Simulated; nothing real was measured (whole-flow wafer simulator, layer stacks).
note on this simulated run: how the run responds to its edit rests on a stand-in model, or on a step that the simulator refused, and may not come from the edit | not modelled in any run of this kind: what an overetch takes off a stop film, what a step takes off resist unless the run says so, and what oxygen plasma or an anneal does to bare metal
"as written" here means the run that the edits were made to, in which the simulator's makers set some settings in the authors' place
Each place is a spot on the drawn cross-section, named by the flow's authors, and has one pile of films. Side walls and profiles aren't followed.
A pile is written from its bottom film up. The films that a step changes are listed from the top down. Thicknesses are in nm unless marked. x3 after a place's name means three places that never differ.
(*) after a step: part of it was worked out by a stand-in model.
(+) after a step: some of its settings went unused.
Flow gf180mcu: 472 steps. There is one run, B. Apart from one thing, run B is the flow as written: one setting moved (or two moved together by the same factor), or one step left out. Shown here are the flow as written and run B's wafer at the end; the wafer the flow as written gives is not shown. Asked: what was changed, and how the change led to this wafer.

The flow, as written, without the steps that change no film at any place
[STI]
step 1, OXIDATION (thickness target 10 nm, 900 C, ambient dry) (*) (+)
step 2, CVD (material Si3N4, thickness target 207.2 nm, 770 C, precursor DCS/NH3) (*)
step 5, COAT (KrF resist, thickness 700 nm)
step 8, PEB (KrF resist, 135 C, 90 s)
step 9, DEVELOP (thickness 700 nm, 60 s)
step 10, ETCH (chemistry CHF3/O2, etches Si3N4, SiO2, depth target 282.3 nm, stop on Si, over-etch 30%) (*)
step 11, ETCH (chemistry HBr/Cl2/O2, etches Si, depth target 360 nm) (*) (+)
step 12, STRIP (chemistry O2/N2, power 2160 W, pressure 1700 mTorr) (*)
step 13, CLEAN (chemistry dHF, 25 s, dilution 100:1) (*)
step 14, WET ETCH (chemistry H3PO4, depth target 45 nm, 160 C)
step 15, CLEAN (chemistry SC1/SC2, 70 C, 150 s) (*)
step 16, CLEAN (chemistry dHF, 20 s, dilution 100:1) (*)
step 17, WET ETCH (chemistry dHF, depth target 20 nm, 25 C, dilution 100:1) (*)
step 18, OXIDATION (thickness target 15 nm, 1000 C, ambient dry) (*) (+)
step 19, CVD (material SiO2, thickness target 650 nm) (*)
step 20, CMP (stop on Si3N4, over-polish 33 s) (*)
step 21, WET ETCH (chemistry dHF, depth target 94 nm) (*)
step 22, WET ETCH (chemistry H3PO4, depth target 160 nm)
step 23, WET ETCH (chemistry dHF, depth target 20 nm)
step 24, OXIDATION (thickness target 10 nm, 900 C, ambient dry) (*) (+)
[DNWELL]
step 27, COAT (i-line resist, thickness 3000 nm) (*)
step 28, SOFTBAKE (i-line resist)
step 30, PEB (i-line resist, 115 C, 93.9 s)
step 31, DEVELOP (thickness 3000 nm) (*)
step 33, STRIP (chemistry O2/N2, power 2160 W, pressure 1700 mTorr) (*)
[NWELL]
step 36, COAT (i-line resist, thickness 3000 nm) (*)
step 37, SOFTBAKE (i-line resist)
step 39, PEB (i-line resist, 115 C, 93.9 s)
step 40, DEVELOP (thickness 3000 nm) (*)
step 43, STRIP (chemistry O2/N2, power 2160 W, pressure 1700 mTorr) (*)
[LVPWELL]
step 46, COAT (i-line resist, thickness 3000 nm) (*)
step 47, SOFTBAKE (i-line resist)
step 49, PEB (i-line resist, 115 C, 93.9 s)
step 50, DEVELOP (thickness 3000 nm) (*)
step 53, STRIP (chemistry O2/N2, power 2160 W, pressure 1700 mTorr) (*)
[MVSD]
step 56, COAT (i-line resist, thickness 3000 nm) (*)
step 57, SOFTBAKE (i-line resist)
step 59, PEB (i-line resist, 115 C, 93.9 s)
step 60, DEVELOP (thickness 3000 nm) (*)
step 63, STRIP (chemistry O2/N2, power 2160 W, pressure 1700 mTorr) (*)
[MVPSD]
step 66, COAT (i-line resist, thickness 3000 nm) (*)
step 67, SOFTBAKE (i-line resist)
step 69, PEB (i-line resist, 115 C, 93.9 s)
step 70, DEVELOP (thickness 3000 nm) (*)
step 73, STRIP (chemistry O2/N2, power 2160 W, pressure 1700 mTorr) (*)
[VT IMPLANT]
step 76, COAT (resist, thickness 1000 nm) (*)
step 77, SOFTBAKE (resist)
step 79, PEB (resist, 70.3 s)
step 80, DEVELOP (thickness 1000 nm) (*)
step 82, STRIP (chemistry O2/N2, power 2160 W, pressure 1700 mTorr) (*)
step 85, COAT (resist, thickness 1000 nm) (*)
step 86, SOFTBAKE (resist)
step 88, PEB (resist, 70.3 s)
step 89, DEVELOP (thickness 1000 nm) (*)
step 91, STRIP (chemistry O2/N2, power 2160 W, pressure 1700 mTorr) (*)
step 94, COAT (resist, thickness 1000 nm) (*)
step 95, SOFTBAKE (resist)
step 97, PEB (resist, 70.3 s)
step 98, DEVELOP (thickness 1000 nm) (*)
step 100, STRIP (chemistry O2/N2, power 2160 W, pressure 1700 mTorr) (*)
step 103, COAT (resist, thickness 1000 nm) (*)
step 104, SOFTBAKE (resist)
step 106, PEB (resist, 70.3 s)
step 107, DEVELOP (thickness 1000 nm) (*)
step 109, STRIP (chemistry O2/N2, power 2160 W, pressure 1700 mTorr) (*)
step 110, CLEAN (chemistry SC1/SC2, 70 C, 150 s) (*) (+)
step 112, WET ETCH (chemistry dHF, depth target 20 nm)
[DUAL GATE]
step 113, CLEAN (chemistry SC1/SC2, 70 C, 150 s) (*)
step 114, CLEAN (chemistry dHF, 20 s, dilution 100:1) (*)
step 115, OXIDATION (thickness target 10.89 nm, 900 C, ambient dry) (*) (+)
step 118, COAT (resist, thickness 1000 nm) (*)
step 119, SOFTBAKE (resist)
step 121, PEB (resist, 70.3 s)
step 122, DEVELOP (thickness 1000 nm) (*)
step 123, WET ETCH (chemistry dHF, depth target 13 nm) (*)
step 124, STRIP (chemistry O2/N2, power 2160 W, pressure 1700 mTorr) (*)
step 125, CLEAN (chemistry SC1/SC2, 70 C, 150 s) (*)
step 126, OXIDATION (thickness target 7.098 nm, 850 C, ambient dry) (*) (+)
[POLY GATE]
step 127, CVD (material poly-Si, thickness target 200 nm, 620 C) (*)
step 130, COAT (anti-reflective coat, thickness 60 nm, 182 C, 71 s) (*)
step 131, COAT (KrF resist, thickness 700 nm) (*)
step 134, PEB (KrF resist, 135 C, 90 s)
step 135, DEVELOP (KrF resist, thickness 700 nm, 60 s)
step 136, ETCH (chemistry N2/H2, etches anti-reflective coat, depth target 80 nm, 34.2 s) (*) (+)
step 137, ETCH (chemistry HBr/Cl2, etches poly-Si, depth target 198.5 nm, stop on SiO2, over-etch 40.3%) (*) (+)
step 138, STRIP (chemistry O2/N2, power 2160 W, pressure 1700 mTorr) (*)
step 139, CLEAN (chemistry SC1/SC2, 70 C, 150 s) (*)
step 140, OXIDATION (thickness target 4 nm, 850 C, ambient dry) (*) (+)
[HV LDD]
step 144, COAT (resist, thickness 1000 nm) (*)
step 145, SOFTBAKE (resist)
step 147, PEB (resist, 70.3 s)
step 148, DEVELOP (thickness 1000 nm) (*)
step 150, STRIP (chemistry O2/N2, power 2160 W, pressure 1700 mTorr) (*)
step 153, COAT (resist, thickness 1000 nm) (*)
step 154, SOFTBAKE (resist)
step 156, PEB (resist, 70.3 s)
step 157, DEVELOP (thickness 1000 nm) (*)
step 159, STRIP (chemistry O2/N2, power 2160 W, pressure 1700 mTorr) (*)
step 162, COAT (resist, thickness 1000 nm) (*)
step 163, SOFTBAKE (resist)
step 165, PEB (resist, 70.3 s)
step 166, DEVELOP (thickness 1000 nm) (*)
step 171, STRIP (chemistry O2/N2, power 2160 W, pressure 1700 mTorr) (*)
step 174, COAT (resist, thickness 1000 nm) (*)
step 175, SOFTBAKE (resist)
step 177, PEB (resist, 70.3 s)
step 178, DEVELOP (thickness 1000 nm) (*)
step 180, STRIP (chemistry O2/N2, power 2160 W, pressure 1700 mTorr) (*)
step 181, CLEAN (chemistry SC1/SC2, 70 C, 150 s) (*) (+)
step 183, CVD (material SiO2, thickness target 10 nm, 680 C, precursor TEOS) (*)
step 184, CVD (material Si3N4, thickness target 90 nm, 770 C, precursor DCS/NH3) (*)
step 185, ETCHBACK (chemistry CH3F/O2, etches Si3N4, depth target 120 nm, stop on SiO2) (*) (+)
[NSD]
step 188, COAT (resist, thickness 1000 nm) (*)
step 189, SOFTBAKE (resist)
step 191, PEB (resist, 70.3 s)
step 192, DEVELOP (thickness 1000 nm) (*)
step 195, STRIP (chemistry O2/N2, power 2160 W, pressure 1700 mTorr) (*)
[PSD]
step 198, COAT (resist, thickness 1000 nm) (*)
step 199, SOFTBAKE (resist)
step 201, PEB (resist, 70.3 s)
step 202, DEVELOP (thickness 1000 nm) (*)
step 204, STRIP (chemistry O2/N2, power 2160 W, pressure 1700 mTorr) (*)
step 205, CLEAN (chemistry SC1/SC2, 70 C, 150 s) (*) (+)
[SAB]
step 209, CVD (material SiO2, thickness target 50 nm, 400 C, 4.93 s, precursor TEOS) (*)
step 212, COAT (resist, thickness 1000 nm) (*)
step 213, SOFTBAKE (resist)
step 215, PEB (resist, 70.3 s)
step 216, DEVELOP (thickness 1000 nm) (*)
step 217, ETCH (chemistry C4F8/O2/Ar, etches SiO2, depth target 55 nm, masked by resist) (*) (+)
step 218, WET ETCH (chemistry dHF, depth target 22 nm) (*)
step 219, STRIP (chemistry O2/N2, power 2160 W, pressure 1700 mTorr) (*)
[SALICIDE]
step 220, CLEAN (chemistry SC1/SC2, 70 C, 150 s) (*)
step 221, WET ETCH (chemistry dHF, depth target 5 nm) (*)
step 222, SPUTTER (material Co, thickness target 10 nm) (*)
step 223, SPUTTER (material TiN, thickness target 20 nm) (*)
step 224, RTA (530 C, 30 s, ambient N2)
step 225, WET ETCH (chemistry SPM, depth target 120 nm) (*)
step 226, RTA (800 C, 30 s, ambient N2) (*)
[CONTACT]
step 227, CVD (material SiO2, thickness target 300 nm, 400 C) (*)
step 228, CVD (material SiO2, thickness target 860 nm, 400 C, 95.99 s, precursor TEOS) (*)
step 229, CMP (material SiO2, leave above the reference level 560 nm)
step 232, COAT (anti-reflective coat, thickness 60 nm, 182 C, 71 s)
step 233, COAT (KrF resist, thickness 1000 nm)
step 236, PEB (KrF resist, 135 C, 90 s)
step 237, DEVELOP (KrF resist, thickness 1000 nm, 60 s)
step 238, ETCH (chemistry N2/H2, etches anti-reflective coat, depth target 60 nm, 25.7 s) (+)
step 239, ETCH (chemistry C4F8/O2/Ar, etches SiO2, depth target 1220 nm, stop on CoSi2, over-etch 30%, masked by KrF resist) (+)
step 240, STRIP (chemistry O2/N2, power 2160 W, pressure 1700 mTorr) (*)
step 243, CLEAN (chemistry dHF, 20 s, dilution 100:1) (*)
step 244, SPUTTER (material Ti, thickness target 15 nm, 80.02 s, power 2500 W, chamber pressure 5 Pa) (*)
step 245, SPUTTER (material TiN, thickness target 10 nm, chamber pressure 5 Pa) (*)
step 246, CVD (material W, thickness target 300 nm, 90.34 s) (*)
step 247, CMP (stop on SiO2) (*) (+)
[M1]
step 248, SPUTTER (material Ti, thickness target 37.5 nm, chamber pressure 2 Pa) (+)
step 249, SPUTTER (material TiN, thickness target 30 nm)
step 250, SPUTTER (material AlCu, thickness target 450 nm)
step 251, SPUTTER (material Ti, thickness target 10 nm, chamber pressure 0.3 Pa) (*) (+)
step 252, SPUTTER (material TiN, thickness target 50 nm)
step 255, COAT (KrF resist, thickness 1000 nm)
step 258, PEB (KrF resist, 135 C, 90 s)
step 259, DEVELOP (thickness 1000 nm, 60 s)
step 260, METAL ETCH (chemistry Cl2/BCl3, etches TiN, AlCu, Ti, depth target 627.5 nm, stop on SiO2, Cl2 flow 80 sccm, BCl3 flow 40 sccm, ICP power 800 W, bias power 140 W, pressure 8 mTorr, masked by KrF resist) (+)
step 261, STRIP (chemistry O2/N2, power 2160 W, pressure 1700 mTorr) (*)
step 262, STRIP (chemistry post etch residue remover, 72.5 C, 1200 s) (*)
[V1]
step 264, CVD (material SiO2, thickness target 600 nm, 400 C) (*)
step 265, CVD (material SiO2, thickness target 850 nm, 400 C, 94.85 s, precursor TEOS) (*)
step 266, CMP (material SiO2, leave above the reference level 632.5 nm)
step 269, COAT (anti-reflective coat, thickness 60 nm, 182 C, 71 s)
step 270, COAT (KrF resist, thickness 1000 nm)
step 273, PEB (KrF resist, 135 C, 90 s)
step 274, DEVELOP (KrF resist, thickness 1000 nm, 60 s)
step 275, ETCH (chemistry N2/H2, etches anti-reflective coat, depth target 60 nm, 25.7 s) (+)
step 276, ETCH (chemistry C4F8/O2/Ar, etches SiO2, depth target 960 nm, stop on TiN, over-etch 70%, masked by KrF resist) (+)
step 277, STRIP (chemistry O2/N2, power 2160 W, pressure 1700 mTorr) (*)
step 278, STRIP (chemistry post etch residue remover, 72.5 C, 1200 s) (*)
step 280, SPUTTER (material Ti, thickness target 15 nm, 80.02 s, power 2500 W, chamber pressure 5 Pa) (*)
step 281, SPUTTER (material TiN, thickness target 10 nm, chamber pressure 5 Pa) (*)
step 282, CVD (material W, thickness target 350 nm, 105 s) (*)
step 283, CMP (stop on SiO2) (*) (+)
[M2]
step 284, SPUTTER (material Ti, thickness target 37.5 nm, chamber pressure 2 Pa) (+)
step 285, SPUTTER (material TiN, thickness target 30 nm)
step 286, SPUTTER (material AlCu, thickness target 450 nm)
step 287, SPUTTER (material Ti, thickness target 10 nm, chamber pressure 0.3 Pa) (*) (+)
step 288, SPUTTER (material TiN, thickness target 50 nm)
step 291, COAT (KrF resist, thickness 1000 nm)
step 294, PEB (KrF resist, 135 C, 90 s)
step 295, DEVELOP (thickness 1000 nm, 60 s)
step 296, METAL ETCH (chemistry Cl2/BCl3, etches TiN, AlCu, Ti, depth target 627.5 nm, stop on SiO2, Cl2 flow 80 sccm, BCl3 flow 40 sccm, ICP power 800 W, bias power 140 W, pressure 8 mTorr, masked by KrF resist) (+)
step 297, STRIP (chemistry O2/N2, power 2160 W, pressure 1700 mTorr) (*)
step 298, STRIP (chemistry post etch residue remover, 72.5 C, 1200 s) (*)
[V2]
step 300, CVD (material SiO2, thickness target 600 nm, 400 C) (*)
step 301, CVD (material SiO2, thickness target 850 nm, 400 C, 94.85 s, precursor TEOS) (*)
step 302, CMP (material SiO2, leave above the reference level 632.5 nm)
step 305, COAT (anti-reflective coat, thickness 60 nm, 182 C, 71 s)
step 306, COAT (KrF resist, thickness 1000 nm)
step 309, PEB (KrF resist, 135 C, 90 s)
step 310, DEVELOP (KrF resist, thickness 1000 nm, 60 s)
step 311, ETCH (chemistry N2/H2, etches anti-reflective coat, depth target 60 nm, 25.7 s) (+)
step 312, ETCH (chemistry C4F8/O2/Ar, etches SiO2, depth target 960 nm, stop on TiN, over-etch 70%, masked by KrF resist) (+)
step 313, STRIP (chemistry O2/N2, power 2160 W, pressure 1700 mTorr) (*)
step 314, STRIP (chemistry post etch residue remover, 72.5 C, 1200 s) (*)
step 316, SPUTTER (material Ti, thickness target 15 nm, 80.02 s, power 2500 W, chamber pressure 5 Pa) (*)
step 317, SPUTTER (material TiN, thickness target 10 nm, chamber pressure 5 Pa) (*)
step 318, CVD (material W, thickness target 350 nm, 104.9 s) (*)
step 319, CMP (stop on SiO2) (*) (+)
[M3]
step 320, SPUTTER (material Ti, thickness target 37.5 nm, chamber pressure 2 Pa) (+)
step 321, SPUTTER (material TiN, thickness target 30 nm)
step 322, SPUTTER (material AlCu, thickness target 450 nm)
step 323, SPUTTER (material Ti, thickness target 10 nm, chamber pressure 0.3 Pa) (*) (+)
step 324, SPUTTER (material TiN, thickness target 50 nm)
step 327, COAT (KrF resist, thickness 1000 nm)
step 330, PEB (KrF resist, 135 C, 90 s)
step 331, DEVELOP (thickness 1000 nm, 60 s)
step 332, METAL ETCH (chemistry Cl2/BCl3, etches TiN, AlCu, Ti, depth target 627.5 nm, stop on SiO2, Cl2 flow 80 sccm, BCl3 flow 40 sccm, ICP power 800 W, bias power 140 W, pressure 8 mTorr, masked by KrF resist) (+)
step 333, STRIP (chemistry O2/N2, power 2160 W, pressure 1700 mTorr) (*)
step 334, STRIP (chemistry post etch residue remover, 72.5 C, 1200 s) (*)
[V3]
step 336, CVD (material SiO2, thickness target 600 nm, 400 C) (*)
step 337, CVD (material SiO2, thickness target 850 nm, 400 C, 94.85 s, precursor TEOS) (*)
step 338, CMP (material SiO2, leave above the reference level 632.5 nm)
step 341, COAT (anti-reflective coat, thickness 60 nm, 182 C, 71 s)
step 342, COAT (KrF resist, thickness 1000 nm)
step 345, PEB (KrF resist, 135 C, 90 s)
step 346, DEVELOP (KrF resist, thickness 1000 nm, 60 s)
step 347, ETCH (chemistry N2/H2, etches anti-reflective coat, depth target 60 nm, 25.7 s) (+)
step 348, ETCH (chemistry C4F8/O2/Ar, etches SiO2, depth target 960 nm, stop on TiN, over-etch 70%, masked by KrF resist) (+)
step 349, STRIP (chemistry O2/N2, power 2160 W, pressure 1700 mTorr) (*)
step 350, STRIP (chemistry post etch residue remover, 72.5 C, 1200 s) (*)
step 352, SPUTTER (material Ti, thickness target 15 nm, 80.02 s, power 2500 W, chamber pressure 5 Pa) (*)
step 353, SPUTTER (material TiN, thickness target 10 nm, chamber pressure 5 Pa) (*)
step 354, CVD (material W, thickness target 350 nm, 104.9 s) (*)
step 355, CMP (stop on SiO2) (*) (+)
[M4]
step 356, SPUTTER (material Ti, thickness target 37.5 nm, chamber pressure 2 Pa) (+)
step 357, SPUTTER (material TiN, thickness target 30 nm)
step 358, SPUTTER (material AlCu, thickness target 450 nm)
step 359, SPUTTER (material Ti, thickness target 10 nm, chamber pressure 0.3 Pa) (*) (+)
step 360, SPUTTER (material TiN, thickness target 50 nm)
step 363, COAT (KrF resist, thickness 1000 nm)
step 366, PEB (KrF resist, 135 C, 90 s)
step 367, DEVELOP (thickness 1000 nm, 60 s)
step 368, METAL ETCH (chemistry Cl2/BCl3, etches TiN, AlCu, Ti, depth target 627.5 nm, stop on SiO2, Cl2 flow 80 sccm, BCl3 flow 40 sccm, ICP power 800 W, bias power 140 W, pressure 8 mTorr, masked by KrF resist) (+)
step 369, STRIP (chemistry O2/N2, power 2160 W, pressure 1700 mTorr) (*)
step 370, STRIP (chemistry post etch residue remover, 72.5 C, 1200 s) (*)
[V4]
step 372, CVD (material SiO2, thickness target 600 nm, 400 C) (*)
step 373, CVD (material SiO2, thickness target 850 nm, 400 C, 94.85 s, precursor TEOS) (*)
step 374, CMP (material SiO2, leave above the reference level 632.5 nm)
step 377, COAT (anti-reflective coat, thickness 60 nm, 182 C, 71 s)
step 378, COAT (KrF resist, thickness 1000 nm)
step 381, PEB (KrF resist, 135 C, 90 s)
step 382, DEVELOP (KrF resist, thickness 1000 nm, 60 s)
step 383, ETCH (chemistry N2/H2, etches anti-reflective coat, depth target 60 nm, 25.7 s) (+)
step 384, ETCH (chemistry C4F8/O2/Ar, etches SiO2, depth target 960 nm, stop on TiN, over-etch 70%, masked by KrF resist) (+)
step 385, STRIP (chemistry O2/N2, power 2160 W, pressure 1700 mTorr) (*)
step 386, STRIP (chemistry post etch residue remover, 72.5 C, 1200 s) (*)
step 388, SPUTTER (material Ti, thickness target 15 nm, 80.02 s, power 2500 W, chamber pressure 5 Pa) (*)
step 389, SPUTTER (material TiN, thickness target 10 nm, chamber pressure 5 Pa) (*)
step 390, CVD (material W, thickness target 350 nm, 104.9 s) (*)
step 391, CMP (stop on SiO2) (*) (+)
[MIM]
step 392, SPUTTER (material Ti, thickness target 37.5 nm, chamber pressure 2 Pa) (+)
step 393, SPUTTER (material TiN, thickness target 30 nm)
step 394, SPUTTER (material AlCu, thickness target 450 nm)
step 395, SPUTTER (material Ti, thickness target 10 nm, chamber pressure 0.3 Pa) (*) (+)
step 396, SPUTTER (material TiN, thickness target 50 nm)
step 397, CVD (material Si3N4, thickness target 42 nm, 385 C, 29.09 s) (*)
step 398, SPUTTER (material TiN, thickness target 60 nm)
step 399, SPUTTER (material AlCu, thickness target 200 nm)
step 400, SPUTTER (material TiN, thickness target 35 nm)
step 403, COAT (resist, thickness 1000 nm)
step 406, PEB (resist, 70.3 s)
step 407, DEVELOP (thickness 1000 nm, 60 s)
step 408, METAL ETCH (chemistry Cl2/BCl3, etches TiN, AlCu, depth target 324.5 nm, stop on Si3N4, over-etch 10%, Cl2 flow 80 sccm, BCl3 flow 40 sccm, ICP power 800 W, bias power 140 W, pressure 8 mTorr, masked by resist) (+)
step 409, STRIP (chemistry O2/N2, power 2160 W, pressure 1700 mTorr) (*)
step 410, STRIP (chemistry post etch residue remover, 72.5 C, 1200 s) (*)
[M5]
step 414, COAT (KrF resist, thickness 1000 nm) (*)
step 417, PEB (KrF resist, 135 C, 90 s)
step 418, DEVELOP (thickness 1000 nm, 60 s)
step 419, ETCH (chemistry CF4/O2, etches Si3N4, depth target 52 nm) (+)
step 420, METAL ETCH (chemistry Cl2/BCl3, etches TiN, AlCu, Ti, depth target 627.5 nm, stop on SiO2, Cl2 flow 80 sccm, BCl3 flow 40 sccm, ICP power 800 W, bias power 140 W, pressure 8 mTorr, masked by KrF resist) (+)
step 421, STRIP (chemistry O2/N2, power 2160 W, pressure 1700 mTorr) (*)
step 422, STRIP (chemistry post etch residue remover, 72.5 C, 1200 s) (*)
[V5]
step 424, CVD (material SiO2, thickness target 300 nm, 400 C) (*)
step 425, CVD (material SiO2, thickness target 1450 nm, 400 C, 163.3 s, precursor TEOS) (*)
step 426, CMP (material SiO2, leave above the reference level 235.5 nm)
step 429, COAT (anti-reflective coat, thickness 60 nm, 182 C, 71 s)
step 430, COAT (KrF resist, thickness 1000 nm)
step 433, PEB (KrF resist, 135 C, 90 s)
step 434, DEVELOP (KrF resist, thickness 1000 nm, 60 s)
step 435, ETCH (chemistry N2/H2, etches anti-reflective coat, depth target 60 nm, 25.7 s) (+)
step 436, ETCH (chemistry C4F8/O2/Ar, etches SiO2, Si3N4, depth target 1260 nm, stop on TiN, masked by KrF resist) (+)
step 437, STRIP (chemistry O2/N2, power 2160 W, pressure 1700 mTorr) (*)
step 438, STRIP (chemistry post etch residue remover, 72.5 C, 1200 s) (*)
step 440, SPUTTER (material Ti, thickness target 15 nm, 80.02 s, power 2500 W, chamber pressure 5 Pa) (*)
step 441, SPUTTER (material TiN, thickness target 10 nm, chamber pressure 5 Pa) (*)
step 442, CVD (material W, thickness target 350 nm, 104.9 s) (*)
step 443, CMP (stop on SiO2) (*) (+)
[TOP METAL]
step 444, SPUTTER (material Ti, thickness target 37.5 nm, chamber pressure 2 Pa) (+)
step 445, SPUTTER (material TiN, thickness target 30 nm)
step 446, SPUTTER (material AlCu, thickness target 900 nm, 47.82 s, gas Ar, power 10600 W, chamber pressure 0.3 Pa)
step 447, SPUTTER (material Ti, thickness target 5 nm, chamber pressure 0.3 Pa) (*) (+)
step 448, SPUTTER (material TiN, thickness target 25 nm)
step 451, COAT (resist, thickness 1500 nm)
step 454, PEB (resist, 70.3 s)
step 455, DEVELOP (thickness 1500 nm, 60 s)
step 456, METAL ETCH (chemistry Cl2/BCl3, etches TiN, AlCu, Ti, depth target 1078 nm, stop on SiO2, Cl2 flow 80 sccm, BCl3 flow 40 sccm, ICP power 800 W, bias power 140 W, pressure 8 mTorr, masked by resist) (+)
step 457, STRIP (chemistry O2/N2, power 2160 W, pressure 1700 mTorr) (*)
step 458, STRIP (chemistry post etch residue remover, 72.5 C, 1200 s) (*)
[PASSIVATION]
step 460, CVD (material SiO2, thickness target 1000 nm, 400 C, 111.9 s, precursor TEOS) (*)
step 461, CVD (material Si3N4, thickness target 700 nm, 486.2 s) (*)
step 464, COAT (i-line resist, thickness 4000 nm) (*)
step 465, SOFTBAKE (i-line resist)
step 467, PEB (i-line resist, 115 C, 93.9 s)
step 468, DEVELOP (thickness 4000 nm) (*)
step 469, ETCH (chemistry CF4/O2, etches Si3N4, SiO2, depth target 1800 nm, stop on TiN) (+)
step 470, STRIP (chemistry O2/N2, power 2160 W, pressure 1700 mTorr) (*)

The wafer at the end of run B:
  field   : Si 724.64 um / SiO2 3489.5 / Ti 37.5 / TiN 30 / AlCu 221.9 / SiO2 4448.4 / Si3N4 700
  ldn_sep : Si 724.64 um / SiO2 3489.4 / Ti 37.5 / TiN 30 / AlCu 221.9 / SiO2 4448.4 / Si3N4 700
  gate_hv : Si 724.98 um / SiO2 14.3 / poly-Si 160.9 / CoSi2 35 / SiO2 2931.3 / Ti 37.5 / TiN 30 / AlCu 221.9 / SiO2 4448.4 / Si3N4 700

What caused this: step 332, METAL ETCH: depth target 282.4 nm was run, while the flow as written has depth target 627.5 nm.

Step by step, how the change led to this:
  step 332, METAL ETCH (chemistry Cl2/BCl3, etches TiN, AlCu, Ti, depth target 627.5 nm, stop on SiO2, Cl2 flow 80 sccm, BCl3 flow 40 sccm, ICP power 800 W, bias power 140 W, pressure 8 mTorr, masked by KrF resist) (+)
      field, field__w1, field__w2 and 103 more: -50 TiN (all of it), -10 Ti (all of it), -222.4 AlCu (it would be, as written: -50 TiN (all of it), -10 Ti (all of it), -450 AlCu (all of it), -30 TiN (all of it), -37.5 Ti (all of it))
      field__w8, contact, m1, m1__w1, m1_nw: -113 KrF resist (it would be, as written: -251 KrF resist)
  step 333, STRIP (chemistry O2/N2, power 2160 W, pressure 1700 mTorr) (*)
      field__w8, contact, m1, m1__w1, m1_nw: -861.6 KrF resist (all of it) (it would be, as written: -723.5 KrF resist (all of it))
  step 334, STRIP (chemistry post etch residue remover, 72.5 C, 1200 s) (*)
      field, field__w1, field__w2 and 103 more: -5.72 AlCu (it would be, as written: nothing)
  step 336, CVD (material SiO2, thickness target 600 nm, 400 C) (*)
      field, field__w1, field__w2 and 103 more: +600 SiO2 (new film) (it would be, as written: +600 SiO2)
  step 338, CMP (material SiO2, leave above the reference level 632.5 nm)
      field, field__w1, field__w2 and 103 more: -589.4 SiO2 (it would be, as written: -300 SiO2)
If metal films that touch count as one body, field has 1 body; the flow as written gives 0 bodies.
If metal films that touch count as one body, ldn_sep has 1 body; the flow as written gives 0 bodies.
If metal films that touch count as one body, gate_hv has 2 bodies (between them, from the top down: SiO2 2931.3); the flow as written gives 1 body.
